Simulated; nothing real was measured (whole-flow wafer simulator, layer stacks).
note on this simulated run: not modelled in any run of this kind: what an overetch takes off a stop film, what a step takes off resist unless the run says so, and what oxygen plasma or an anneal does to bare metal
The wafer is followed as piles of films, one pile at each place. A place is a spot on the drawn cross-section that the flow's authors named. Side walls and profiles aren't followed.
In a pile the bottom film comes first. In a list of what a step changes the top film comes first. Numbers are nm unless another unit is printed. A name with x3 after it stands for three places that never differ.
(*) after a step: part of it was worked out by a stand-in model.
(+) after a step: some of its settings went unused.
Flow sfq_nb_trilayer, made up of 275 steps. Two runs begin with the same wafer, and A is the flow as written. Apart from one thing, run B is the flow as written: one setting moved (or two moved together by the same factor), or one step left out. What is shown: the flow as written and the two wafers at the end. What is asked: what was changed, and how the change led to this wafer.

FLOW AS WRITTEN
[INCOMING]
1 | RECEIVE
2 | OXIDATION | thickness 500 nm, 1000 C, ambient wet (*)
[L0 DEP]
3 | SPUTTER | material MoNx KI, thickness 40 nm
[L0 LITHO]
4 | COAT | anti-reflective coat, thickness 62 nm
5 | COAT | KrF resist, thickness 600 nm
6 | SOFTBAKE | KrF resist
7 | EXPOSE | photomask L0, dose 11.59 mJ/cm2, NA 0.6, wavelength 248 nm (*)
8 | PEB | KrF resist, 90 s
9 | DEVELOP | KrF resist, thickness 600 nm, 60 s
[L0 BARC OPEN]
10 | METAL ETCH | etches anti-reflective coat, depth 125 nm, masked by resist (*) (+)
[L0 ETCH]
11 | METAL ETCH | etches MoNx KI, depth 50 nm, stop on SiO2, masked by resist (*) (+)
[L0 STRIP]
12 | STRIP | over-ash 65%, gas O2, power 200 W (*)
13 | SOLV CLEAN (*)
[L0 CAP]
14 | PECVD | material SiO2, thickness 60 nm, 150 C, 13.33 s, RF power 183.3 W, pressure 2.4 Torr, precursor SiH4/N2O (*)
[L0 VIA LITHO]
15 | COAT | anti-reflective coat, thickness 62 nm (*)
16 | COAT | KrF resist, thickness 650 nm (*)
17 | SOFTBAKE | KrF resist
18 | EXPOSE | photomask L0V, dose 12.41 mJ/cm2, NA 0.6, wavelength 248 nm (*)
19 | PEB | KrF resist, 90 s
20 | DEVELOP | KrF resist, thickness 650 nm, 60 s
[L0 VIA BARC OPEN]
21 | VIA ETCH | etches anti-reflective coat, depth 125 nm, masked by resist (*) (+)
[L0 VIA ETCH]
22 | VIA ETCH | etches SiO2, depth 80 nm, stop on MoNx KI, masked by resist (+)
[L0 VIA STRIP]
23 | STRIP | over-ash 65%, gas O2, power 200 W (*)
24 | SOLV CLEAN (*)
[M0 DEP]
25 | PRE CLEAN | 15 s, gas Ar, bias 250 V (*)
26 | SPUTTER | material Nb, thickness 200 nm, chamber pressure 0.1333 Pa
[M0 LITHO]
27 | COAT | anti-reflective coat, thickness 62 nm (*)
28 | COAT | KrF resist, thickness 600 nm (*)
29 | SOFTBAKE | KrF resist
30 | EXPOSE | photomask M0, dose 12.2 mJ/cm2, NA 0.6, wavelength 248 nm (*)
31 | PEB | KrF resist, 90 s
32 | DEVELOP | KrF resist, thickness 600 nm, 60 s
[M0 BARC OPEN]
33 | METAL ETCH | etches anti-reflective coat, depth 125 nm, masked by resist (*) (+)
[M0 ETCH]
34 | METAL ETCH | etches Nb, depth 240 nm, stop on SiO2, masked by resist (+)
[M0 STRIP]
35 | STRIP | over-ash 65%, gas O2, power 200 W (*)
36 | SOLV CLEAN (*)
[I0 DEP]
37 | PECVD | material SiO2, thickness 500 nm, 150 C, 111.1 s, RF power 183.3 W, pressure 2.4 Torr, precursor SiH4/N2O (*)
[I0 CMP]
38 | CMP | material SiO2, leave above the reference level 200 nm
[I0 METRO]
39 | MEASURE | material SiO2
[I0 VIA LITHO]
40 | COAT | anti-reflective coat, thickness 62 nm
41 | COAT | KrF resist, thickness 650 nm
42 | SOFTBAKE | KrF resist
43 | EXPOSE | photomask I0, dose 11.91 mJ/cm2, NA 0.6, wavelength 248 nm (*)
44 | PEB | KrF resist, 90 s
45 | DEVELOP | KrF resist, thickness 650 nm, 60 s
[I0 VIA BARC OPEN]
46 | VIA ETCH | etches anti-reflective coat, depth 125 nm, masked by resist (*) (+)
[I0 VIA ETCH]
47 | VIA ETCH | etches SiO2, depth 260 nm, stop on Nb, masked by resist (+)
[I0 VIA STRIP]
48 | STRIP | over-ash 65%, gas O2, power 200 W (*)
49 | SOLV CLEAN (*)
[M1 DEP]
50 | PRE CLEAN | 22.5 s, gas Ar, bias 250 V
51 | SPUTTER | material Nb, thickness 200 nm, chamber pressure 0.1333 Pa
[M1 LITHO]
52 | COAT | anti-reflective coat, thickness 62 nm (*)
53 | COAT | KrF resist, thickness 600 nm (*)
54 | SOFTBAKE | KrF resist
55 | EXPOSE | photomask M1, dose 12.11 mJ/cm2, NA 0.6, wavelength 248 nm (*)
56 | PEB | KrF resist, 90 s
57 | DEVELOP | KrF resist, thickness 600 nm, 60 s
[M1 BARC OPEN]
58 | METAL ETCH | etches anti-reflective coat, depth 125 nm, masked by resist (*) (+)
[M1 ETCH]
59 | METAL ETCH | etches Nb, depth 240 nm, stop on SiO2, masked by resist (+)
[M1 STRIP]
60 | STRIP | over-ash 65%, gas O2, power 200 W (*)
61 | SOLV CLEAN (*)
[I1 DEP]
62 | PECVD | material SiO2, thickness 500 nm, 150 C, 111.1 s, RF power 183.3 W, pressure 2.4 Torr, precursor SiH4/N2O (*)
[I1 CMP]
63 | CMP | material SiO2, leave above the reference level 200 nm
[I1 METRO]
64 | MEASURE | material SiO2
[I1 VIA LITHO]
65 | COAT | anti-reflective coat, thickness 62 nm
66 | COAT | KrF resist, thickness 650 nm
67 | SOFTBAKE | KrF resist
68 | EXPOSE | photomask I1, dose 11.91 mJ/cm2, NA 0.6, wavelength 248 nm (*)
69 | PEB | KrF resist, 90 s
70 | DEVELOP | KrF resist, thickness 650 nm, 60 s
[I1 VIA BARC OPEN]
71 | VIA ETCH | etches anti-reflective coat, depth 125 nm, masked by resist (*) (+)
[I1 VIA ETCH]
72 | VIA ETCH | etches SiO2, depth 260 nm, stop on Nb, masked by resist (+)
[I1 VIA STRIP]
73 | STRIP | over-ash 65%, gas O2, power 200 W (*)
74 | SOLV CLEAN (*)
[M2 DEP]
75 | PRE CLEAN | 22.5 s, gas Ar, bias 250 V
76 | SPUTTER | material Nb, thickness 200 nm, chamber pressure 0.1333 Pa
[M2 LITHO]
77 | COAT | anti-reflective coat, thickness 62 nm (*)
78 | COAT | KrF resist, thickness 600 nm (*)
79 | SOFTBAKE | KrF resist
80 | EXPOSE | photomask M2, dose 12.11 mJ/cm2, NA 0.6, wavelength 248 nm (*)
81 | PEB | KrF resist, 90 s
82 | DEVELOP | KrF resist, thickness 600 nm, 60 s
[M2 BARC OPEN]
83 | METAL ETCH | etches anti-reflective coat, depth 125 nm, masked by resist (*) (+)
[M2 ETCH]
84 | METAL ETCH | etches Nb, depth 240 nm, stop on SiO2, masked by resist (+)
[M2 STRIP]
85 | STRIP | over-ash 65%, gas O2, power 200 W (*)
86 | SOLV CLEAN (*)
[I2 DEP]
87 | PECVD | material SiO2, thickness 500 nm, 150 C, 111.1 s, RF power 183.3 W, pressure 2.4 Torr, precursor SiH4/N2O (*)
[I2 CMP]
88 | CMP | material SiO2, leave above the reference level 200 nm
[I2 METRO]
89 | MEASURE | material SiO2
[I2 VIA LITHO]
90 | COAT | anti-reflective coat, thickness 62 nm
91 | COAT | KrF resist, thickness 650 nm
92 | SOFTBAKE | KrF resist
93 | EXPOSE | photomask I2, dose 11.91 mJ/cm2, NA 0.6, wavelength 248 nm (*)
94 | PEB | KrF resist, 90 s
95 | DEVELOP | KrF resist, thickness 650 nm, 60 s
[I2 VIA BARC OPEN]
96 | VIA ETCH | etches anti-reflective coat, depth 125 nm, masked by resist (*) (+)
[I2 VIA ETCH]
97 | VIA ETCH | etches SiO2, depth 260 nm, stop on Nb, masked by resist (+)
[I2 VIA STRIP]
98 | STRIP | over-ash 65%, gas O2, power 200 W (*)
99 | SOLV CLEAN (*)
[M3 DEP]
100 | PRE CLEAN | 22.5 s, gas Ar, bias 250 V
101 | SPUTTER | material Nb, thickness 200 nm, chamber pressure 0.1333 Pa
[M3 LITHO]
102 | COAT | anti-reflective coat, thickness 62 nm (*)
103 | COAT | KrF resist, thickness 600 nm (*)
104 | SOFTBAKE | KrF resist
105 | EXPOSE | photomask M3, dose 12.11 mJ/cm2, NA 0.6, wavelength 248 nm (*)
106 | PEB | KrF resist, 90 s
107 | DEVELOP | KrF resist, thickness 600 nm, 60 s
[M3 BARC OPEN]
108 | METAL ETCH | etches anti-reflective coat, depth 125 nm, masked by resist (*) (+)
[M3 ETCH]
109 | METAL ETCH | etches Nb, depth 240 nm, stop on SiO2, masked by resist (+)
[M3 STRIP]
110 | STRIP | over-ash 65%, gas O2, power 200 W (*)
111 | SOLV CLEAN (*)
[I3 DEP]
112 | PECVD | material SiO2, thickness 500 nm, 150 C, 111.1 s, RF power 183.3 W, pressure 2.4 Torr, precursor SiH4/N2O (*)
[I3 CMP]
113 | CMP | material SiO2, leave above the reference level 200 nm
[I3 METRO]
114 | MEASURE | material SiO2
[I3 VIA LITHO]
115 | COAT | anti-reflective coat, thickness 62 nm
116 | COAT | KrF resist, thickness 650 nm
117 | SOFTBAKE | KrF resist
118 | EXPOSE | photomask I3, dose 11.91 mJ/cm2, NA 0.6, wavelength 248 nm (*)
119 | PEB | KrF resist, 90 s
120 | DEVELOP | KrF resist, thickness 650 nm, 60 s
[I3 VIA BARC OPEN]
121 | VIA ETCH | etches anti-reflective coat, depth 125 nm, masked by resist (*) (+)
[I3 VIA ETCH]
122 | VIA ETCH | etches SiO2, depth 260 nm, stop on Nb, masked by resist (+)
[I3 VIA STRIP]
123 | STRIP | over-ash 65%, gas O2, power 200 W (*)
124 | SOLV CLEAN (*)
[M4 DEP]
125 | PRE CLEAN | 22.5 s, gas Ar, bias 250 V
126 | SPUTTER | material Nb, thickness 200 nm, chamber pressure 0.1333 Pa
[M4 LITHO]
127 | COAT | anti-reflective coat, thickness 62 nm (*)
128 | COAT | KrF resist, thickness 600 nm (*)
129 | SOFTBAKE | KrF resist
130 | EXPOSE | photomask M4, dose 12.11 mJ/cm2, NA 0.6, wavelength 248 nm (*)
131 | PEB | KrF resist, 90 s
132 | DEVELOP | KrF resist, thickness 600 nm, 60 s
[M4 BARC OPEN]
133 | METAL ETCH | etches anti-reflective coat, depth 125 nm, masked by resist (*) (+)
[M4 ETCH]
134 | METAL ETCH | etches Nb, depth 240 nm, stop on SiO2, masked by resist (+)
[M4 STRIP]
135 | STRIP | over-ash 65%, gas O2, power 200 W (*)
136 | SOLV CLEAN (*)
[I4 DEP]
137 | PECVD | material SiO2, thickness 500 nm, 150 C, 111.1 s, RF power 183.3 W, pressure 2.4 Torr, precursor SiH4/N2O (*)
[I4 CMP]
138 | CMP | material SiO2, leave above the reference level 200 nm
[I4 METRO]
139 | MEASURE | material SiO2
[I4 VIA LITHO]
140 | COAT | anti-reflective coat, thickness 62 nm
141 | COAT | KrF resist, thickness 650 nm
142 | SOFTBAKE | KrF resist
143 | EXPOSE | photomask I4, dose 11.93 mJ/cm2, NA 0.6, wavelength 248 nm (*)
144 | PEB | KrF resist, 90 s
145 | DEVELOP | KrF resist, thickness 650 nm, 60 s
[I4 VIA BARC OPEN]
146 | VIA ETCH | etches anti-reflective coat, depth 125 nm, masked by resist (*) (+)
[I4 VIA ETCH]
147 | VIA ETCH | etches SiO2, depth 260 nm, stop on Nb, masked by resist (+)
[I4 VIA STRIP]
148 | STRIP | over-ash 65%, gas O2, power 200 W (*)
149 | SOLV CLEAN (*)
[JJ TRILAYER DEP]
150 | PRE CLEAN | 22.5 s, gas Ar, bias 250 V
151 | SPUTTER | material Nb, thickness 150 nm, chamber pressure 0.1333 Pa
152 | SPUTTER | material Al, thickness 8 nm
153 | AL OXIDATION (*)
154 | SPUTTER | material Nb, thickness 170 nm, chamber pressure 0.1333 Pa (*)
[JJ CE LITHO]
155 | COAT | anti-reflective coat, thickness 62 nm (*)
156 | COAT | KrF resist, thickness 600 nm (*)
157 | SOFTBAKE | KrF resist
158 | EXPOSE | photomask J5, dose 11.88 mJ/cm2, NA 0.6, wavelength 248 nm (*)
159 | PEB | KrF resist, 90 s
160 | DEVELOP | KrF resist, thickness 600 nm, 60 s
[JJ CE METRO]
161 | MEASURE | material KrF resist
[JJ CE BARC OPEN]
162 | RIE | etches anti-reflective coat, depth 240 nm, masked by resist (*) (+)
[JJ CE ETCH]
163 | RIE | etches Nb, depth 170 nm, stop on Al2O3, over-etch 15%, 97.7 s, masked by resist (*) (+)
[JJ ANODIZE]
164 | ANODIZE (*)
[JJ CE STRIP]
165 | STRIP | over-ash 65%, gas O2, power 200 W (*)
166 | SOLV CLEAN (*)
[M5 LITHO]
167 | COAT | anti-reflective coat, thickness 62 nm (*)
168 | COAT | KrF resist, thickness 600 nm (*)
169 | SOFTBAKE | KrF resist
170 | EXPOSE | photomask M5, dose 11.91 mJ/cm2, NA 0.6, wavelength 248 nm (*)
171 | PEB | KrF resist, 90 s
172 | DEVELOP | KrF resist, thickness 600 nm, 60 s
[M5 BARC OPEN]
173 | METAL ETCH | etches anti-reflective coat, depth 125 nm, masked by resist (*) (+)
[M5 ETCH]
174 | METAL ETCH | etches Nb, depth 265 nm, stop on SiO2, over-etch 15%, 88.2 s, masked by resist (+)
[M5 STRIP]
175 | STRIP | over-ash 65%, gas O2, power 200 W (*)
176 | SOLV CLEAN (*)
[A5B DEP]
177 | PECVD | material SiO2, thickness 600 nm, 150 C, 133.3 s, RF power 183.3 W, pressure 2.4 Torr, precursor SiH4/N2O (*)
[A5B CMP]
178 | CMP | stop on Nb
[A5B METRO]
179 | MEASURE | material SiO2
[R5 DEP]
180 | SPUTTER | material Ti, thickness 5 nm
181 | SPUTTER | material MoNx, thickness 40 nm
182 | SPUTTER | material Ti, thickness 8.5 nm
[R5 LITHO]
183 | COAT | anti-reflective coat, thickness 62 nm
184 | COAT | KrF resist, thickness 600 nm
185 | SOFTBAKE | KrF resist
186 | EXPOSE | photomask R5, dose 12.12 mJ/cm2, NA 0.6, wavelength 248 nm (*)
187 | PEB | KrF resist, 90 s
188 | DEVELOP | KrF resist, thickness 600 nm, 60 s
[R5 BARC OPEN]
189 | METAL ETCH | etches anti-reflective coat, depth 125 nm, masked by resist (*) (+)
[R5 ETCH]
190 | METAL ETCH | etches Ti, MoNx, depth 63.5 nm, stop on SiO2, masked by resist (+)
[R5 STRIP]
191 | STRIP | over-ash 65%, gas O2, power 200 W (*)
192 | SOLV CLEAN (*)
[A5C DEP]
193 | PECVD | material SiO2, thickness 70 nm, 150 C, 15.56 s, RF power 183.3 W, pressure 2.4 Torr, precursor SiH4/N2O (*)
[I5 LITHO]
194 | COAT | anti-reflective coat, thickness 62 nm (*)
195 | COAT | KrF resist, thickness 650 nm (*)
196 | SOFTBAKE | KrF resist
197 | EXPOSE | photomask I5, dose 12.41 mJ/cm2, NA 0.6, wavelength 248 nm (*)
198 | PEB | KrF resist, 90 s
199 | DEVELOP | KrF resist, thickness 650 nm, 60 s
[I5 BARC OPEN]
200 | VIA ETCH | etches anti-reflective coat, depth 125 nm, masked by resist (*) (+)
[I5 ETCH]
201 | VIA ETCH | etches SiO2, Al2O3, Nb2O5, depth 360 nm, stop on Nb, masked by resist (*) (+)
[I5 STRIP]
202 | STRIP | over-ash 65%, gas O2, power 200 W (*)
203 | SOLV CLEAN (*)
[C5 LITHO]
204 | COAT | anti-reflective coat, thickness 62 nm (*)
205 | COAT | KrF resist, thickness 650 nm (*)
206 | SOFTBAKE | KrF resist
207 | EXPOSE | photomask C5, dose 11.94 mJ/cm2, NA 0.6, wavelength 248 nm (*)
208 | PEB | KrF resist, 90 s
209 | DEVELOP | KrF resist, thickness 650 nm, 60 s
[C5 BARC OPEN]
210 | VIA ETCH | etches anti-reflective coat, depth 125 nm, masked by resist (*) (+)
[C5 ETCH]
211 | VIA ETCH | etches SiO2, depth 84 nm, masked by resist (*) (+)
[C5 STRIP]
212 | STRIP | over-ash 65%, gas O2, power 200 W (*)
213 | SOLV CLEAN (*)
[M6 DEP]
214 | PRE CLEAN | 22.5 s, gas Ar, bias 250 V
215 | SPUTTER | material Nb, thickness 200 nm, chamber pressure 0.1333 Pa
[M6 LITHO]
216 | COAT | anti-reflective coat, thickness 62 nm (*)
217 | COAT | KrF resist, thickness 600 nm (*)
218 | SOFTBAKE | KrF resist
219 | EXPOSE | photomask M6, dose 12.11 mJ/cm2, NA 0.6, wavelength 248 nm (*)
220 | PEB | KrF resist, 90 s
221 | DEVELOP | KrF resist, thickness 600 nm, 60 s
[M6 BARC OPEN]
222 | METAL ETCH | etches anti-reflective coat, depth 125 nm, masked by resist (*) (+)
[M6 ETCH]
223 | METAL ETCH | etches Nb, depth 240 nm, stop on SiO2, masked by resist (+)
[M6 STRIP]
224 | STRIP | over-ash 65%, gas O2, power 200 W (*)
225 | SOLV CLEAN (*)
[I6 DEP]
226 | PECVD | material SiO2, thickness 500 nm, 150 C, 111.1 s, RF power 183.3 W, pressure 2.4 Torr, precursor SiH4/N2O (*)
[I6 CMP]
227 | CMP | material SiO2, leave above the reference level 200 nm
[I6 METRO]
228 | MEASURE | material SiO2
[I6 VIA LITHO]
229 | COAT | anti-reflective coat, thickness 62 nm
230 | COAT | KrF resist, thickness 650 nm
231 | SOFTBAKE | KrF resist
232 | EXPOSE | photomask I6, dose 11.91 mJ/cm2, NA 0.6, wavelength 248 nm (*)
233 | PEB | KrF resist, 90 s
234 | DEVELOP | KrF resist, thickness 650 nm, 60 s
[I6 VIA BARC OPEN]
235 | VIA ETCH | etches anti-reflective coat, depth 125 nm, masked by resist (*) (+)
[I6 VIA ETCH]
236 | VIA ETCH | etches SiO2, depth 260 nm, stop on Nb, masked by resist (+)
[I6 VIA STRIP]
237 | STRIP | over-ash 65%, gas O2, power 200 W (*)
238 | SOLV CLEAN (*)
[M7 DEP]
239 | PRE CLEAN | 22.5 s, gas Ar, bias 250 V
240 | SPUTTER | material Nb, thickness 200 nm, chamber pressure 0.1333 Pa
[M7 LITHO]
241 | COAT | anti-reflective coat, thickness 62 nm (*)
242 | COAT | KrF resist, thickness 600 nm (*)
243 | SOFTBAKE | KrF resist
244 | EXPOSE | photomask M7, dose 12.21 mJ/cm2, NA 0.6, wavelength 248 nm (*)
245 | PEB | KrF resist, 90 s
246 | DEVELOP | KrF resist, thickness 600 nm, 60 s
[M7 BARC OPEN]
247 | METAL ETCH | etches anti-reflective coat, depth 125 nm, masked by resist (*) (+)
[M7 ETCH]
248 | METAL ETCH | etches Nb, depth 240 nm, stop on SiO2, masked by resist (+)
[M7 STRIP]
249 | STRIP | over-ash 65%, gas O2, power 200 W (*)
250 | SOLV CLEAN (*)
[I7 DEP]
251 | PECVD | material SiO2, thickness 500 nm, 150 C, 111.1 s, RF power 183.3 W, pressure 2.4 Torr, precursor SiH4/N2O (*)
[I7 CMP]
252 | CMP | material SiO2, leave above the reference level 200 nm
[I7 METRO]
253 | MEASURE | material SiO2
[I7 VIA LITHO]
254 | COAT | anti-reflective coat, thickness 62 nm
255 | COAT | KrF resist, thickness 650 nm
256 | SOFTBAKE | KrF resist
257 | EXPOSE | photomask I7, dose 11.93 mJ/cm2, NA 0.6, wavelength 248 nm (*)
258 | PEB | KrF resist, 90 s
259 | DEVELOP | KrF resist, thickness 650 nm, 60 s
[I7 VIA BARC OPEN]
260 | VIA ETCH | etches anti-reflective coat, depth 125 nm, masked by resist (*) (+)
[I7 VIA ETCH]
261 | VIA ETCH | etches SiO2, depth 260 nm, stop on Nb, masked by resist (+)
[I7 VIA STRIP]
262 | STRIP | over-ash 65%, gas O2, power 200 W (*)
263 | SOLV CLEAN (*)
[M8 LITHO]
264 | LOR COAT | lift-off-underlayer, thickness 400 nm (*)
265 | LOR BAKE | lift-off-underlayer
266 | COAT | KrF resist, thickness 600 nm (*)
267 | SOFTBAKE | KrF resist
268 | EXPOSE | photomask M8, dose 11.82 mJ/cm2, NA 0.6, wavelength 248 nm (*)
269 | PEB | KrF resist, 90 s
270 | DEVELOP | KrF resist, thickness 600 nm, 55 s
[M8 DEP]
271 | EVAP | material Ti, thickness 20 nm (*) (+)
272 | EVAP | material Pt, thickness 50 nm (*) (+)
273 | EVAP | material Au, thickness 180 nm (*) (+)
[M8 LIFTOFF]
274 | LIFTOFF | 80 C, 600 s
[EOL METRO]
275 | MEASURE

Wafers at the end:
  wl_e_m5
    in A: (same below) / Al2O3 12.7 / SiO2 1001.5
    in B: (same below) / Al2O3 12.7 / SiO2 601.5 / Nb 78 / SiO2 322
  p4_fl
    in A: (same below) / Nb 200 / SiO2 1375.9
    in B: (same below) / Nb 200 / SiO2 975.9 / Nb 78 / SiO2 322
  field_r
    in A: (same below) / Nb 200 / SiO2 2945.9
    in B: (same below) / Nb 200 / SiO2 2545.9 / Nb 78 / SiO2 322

Cause: step 248, METAL ETCH: depth 122 nm was run, while the flow as written has depth 240 nm.

The path from the change to this, step by step:
  248 | METAL ETCH | etches Nb, depth 240 nm, stop on SiO2, masked by resist (+)
      field_l, field_r, lsp_l and 62 more: A -200 Nb (all of it) | B -122 Nb
      v_sur, via_wl, via_w and 38 more: A -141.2 KrF resist | B -71.8 KrF resist
  249 | STRIP | over-ash 65%, gas O2, power 200 W (*)
      wl_j_sl, wl_jj, wl_j_sr and 14 more: A -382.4 KrF resist (all of it), -62 anti-reflective coat (all of it) | B -451.8 KrF resist (all of it), -62 anti-reflective coat (all of it)
      ln_m5, lsp_m: A -381.9 KrF resist (all of it), -61.8 anti-reflective coat (all of it) | B -451.3 KrF resist (all of it), -61.8 anti-reflective coat (all of it)
      (and at 22 other places as well)
  251 | PECVD | material SiO2, thickness 500 nm, 150 C, 111.1 s, RF power 183.3 W, pressure 2.4 Torr, precursor SiH4/N2O (*)
      field_l, p4_fl, p4_fm and 56 more: A +500 SiO2 | B +500 SiO2 (new film)
      field_r, lsp_l: A +477.7 SiO2 | B +486.4 SiO2 (new film)
      (and at 4 other places as well)
  252 | CMP | material SiO2, leave above the reference level 200 nm
      field_l, p4_fl, p4_fm and 56 more: A -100 SiO2 | B -178 SiO2
      field_r, lsp_l: A -77.7 SiO2 | B -164.4 SiO2
      (and at 4 other places as well)
If metal films that touch count as one body, wl_e_m5 has 7 bodies (between them, from the top down: SiO2 601.5 / Al2O3 12.7 / Nb2O5 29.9; SiO2 192.5; SiO2 192.5; SiO2 192.5; SiO2 192.5; SiO2 192.5); the flow as written gives 6 bodies (between them, from the top down: SiO2 192.5; SiO2 192.5; SiO2 192.5; SiO2 192.5; SiO2 192.5).
If metal films that touch count as one body, p4_fl has 3 bodies (between them, from the top down: SiO2 975.9; SiO2 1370); the flow as written gives 2 bodies (between them, from the top down: SiO2 1370).
If metal films that touch count as one body, field_r has 2 bodies (between them, from the top down: SiO2 2545.9); the flow as written gives 1 body.
